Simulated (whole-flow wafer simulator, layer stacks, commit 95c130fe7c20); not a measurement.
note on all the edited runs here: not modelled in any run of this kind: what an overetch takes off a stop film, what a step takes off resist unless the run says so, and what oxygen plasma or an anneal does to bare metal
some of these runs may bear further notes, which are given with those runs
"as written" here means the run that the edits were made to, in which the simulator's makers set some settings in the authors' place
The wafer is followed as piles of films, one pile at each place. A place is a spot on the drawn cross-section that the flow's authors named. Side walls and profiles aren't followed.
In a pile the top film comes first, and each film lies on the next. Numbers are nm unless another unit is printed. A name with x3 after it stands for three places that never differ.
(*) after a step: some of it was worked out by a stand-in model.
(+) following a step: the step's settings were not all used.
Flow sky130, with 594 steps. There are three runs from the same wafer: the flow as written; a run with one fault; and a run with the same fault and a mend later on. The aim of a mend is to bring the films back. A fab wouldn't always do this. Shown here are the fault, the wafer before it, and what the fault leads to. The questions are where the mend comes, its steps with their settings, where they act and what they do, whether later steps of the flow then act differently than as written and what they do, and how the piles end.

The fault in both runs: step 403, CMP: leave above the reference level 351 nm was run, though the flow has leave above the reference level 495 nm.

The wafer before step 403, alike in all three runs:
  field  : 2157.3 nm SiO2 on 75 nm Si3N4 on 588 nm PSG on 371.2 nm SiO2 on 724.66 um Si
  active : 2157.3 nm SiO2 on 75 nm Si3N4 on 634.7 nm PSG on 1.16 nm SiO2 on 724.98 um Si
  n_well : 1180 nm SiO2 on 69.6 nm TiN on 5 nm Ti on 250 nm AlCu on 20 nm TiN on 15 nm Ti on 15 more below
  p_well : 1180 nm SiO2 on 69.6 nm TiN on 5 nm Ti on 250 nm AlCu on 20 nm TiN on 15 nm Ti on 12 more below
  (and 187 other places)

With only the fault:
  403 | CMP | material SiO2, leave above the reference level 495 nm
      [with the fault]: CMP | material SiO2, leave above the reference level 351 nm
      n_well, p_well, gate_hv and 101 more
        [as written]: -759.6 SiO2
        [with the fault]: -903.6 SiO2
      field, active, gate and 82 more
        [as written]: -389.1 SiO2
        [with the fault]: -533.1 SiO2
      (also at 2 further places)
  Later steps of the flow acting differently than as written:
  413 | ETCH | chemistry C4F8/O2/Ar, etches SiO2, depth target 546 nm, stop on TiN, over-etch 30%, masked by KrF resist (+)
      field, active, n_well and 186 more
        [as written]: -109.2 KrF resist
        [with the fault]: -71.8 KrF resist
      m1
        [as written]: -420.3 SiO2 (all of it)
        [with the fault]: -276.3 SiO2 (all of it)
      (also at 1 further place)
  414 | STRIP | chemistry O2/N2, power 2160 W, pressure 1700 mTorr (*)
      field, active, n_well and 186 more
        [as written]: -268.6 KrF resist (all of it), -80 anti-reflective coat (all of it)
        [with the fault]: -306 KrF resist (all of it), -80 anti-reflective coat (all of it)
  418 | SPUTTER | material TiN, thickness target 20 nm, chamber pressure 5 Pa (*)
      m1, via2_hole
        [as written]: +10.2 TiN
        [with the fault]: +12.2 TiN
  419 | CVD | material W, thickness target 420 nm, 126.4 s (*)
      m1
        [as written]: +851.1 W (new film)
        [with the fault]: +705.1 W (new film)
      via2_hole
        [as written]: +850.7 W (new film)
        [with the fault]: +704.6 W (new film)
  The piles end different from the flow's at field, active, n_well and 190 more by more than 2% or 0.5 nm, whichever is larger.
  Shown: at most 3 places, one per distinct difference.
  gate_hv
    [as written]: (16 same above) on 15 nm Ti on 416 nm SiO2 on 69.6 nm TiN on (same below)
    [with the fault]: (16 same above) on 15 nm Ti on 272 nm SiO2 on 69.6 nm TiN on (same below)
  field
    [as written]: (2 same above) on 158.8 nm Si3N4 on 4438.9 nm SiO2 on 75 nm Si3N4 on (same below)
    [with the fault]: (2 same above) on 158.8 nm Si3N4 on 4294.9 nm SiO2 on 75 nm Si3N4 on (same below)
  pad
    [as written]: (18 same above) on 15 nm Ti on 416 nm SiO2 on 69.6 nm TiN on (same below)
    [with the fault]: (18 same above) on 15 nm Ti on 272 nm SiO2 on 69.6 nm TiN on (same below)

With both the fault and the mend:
  The mend follows step 403.
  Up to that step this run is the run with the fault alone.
  403a | HDPCVD | thickness target 144 nm (*) (a further turn of the flow's step 402, with different settings)
      field, active, n_well and 188 more
        +144 SiO2
  None of the later steps of the flow differs from how it acts as written, at any place that is followed, by more than 2% or 0.5 nm, whichever is larger.
  At every place that both follow, the piles at the end match the flow's.
